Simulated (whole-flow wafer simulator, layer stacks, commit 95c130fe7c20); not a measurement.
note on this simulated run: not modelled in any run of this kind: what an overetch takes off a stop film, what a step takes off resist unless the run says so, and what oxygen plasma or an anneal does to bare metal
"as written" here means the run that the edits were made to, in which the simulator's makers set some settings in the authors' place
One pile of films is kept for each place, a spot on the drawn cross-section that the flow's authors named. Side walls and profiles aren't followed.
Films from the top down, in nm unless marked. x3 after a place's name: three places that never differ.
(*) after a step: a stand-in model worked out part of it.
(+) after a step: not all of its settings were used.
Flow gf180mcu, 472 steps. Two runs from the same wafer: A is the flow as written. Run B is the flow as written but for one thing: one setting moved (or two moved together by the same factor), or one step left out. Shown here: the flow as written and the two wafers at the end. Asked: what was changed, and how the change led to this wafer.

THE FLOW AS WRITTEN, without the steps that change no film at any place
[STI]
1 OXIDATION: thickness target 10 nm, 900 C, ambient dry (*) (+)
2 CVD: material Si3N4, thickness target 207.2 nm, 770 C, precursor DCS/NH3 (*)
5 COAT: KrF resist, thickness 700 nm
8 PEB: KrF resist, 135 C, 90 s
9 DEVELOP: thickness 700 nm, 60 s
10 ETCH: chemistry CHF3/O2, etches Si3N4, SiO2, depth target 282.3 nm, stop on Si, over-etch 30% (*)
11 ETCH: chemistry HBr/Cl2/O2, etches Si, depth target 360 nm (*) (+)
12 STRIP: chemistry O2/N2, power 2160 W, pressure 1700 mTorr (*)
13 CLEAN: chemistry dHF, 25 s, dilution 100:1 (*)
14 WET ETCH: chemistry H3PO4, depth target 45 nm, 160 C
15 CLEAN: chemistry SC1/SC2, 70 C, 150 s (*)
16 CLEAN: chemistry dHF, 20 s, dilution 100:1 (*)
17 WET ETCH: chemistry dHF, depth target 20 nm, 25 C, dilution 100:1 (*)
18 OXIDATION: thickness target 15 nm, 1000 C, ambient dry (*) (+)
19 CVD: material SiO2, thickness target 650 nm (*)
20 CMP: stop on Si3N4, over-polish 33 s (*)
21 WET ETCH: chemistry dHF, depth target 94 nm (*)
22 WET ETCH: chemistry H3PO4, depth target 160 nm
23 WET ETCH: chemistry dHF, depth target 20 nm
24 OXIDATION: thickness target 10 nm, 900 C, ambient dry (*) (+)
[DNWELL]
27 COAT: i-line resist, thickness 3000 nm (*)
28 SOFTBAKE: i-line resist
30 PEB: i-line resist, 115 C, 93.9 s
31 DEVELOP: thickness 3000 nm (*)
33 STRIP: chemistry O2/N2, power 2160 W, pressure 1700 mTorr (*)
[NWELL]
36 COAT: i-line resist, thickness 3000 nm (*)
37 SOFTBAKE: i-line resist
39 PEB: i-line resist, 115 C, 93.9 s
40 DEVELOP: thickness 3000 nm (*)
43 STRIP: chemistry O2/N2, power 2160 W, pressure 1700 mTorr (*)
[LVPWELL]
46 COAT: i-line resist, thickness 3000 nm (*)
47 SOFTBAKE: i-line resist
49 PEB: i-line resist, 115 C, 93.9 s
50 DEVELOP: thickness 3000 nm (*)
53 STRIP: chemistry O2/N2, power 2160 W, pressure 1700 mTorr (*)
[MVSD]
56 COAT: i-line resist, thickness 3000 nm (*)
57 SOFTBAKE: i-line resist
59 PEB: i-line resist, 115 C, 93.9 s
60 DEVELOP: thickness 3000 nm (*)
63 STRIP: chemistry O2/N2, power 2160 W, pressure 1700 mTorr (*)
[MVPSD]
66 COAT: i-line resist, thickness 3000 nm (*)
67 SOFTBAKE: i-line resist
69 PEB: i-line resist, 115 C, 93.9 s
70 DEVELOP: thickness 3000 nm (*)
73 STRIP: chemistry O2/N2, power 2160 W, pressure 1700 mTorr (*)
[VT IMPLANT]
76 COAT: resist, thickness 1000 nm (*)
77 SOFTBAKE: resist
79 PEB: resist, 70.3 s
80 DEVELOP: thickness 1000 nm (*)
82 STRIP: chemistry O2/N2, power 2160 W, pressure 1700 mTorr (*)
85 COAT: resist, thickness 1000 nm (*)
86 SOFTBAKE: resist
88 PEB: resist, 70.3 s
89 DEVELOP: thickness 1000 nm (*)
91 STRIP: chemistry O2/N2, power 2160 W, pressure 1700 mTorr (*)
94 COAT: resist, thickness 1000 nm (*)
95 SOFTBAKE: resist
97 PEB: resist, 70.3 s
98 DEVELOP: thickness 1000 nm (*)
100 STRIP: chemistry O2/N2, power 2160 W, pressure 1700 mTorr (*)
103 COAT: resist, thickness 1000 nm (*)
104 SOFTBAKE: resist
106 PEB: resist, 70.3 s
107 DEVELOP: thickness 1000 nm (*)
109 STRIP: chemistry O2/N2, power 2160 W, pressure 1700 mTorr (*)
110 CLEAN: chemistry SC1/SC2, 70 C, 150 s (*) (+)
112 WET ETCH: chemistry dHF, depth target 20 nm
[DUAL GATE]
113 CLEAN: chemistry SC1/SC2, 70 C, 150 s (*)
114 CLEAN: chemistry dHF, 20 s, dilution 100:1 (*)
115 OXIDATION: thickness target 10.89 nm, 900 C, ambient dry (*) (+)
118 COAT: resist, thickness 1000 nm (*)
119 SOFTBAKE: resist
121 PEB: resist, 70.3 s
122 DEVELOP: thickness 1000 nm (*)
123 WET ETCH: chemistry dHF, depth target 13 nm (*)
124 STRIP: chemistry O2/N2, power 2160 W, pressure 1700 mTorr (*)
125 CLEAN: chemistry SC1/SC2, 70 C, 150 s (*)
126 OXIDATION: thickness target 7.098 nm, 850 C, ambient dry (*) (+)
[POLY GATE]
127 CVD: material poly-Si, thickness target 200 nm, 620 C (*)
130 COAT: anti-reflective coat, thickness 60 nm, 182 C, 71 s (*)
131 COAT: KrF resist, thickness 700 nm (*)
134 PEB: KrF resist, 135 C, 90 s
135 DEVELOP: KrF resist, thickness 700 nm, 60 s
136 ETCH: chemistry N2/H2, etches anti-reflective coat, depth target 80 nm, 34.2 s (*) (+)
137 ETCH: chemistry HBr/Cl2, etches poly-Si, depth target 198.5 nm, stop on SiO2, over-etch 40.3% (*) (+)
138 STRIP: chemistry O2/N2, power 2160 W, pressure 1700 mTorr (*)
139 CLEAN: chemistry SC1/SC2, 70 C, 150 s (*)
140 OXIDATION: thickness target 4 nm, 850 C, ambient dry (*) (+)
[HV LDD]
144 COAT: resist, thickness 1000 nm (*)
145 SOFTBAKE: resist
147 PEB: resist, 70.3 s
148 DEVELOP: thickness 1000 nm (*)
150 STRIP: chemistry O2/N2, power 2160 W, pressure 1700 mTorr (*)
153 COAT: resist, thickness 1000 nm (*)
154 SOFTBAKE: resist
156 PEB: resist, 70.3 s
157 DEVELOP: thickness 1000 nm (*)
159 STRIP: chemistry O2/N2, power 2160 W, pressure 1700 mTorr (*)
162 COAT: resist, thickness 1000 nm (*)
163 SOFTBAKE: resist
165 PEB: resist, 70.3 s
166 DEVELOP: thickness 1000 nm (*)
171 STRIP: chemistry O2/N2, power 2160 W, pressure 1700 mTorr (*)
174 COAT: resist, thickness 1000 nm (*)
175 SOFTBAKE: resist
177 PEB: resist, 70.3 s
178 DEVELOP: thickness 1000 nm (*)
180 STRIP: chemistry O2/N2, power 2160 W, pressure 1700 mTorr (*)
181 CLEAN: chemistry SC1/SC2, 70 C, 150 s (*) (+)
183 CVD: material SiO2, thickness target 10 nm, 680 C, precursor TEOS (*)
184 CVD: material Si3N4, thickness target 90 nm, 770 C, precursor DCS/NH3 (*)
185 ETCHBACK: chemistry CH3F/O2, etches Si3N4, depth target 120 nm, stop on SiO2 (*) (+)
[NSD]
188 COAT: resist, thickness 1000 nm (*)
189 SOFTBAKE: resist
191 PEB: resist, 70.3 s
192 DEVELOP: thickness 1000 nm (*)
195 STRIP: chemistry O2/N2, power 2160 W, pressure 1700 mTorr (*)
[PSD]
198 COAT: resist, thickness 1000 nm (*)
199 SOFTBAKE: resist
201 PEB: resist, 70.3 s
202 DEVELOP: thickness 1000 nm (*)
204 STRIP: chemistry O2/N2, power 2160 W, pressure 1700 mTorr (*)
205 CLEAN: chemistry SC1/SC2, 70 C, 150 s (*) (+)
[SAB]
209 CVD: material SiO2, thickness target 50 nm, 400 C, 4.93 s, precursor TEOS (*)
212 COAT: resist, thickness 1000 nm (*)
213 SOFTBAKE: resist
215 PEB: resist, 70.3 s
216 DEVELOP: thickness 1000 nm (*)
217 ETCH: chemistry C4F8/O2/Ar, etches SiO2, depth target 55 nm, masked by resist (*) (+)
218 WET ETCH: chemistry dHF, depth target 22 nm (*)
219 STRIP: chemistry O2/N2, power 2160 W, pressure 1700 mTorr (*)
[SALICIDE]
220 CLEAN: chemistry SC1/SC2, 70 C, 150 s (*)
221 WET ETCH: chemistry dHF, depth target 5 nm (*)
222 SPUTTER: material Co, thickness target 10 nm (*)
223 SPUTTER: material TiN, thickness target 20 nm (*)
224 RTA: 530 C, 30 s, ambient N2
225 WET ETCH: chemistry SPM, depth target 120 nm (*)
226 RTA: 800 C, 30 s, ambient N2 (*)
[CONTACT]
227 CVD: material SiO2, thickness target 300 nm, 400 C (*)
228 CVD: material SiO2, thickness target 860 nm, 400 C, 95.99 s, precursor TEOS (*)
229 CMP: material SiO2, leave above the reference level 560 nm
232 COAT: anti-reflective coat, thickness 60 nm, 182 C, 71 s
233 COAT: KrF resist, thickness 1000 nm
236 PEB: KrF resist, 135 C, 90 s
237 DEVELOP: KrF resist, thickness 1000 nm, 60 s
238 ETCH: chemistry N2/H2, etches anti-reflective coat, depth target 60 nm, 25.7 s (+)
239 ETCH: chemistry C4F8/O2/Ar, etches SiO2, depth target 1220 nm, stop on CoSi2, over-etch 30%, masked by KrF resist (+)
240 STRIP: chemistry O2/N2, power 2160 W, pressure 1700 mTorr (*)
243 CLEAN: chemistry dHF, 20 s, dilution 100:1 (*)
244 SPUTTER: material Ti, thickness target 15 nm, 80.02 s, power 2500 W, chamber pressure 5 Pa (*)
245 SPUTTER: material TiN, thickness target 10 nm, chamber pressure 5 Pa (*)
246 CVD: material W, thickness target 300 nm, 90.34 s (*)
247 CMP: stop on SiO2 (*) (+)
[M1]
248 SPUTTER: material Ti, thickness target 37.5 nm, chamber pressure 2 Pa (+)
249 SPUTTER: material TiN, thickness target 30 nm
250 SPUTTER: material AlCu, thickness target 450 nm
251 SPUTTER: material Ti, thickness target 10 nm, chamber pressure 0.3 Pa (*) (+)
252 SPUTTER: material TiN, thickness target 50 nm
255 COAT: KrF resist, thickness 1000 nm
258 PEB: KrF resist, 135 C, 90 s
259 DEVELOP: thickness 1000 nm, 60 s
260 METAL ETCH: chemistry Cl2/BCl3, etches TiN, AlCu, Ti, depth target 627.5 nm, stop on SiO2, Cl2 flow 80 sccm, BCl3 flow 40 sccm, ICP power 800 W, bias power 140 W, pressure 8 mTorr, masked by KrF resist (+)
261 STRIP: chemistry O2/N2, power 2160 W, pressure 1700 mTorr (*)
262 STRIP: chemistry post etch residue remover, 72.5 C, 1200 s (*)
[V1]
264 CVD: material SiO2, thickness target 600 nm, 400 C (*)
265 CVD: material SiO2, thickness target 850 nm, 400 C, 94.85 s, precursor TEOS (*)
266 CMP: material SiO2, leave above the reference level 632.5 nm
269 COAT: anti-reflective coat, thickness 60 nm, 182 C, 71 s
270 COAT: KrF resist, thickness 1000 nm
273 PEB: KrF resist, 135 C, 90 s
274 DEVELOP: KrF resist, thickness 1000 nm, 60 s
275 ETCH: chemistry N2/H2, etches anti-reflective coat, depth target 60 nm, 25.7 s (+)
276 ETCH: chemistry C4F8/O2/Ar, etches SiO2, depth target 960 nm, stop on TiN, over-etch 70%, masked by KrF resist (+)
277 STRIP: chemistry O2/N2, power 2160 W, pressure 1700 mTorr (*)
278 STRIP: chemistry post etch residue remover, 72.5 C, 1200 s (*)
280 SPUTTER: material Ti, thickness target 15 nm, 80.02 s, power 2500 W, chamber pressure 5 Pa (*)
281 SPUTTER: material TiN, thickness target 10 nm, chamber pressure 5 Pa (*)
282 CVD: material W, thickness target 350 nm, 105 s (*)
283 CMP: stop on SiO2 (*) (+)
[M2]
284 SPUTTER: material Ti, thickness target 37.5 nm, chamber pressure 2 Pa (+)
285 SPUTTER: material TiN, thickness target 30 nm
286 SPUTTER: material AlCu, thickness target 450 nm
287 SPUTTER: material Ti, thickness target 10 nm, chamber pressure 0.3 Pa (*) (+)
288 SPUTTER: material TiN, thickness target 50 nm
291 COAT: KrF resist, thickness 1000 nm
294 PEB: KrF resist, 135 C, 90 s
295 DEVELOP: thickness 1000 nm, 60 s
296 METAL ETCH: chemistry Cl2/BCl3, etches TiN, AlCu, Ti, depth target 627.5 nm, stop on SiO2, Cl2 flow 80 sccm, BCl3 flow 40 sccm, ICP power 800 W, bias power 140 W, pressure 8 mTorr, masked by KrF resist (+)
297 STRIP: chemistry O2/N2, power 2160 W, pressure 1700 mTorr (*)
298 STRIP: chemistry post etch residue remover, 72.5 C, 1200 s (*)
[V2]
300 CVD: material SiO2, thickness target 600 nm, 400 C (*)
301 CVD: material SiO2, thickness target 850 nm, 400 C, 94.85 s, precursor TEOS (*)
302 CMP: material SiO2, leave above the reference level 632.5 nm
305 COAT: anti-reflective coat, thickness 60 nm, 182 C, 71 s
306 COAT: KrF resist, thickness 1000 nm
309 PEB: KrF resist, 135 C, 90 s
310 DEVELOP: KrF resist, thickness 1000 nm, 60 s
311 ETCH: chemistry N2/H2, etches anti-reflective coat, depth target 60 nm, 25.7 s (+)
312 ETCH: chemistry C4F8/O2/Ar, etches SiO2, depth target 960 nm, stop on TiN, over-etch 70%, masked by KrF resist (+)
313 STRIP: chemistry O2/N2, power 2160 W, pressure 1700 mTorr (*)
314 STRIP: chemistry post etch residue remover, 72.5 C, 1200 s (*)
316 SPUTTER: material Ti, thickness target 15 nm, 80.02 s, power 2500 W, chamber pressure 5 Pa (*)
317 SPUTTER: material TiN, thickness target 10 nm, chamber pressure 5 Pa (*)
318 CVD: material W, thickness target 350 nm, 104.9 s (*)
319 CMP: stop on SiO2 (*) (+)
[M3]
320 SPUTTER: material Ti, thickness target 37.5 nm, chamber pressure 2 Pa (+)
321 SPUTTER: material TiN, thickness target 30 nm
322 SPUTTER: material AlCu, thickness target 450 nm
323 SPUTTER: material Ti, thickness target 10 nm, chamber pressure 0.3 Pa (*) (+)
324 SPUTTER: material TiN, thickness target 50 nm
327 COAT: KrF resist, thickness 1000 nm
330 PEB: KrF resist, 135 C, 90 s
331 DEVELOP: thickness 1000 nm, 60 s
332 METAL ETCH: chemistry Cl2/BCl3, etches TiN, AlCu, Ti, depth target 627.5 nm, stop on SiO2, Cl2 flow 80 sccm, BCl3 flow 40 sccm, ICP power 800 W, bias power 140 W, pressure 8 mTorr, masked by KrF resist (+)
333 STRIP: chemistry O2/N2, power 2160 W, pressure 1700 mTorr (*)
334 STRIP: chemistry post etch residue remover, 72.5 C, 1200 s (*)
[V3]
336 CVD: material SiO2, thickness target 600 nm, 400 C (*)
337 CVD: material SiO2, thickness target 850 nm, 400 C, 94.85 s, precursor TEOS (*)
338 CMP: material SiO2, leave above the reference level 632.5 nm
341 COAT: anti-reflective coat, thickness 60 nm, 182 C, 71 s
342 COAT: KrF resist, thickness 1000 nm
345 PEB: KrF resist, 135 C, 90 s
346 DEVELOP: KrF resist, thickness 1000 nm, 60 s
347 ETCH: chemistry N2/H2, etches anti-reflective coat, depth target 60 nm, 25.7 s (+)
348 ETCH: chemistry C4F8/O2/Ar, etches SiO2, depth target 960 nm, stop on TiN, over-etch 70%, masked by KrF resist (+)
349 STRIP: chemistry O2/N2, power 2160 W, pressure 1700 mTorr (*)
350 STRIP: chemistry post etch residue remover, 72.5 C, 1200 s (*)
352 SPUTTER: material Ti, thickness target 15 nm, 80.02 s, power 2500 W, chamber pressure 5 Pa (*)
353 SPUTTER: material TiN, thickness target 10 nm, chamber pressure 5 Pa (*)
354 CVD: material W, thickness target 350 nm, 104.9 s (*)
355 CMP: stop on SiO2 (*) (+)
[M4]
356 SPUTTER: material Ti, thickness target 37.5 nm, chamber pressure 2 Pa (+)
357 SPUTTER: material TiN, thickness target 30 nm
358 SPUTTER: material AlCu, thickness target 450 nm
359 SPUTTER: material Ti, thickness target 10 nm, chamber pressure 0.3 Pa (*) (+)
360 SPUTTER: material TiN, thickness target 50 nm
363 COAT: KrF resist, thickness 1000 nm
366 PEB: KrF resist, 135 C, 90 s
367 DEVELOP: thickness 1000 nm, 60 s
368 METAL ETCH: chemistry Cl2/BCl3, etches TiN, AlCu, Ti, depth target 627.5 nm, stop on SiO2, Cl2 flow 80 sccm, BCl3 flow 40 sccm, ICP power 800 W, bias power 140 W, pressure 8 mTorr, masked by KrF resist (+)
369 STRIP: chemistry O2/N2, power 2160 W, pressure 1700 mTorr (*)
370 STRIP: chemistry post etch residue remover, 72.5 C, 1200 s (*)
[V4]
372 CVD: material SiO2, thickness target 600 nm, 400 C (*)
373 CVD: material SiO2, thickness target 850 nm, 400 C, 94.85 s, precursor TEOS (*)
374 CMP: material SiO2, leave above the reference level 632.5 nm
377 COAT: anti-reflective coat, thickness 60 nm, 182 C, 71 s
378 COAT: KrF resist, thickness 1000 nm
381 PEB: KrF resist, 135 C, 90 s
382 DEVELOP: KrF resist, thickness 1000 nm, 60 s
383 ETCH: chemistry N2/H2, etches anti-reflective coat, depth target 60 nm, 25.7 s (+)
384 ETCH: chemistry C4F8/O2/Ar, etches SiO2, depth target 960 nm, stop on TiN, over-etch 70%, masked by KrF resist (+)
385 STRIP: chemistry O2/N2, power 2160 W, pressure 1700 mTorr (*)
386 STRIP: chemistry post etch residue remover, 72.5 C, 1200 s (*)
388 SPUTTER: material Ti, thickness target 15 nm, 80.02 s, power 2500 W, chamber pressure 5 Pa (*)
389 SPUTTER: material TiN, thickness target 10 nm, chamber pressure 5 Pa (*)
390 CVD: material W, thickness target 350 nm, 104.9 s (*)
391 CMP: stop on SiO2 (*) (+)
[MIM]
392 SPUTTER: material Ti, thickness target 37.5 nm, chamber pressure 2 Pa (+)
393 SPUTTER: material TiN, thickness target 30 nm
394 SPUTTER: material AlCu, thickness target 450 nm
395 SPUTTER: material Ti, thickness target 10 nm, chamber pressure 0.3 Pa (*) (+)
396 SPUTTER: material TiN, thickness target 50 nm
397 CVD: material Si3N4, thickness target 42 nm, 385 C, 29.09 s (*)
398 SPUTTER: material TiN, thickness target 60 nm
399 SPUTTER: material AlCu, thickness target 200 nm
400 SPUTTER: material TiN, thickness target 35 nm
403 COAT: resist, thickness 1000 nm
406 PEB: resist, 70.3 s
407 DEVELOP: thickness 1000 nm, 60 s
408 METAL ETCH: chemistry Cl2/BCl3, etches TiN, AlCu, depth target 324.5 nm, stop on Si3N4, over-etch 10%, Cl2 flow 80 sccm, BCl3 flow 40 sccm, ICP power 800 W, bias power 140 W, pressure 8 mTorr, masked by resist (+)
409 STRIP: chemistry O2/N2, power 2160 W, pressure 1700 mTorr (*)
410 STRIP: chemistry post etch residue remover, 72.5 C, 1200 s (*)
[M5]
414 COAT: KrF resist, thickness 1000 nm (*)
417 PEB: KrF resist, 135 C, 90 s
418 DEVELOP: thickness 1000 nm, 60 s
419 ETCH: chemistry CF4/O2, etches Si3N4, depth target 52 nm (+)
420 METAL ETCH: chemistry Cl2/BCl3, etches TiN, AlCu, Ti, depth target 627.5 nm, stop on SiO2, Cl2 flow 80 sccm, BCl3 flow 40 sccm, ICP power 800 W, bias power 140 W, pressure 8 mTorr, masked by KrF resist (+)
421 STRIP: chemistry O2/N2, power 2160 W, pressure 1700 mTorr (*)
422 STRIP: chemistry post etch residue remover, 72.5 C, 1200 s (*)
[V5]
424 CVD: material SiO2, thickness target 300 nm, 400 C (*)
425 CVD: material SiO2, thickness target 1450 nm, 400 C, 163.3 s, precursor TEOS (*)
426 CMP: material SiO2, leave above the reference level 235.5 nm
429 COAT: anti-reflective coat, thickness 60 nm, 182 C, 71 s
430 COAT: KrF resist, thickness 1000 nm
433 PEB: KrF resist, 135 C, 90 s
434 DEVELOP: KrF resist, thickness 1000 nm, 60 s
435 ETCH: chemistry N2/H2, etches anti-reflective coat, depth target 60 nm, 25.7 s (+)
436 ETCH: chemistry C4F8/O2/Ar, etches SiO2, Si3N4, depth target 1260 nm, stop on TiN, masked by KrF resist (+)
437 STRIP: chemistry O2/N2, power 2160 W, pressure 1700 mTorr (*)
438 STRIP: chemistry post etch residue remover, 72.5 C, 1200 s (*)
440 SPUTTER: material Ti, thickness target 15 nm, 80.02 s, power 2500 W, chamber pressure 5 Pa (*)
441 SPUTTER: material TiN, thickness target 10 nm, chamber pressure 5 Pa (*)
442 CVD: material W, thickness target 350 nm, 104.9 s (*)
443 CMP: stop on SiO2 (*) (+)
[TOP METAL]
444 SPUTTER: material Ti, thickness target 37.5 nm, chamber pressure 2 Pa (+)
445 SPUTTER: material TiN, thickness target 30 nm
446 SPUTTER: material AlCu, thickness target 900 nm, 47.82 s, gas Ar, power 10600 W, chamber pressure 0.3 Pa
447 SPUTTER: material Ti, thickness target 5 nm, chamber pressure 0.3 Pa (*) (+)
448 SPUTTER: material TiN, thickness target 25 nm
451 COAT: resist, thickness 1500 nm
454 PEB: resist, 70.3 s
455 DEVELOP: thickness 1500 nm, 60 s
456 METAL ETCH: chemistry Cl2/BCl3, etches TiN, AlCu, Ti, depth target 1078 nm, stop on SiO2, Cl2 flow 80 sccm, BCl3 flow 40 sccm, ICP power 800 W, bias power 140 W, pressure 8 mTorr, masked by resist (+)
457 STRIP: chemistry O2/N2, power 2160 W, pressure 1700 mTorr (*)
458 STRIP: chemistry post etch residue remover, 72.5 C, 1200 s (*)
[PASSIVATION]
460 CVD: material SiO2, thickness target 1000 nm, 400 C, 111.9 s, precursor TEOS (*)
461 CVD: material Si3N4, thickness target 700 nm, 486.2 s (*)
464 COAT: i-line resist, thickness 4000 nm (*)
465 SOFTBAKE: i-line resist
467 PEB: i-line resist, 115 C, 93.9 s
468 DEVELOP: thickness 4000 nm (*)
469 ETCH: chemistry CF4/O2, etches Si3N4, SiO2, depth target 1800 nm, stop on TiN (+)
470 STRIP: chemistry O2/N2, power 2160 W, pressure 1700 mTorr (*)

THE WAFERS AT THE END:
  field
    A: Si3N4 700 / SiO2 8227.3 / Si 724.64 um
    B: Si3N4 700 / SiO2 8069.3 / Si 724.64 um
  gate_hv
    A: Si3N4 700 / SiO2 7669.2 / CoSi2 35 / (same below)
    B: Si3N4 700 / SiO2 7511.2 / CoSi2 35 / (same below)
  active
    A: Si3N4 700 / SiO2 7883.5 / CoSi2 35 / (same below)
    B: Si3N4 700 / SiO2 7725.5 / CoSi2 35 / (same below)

The cause: step 286, SPUTTER: thickness target 292 nm was run, where the flow has thickness target 450 nm.

How the change led to this, step by step:
  286 SPUTTER: material AlCu, thickness target 450 nm
      field, field__w1, field__w2 and 108 more: A AlCu +450 (new film) | B AlCu +292 (new film)
  296 METAL ETCH: chemistry Cl2/BCl3, etches TiN, AlCu, Ti, depth target 627.5 nm, stop on SiO2, Cl2 flow 80 sccm, BCl3 flow 40 sccm, ICP power 800 W, bias power 140 W, pressure 8 mTorr, masked by KrF resist (+)
      field, field__w1, field__w2 and 103 more: A TiN -50 (all of it), Ti -10 (all of it), AlCu -450 (all of it), TiN -30 (all of it), Ti -37.5 (all of it) | B TiN -50 (all of it), Ti -10 (all of it), AlCu -292 (all of it), TiN -30 (all of it), Ti -37.5 (all of it)
  302 CMP: material SiO2, leave above the reference level 632.5 nm
      field, field__w1, field__w2 and 103 more: A SiO2 -300 | B SiO2 -458
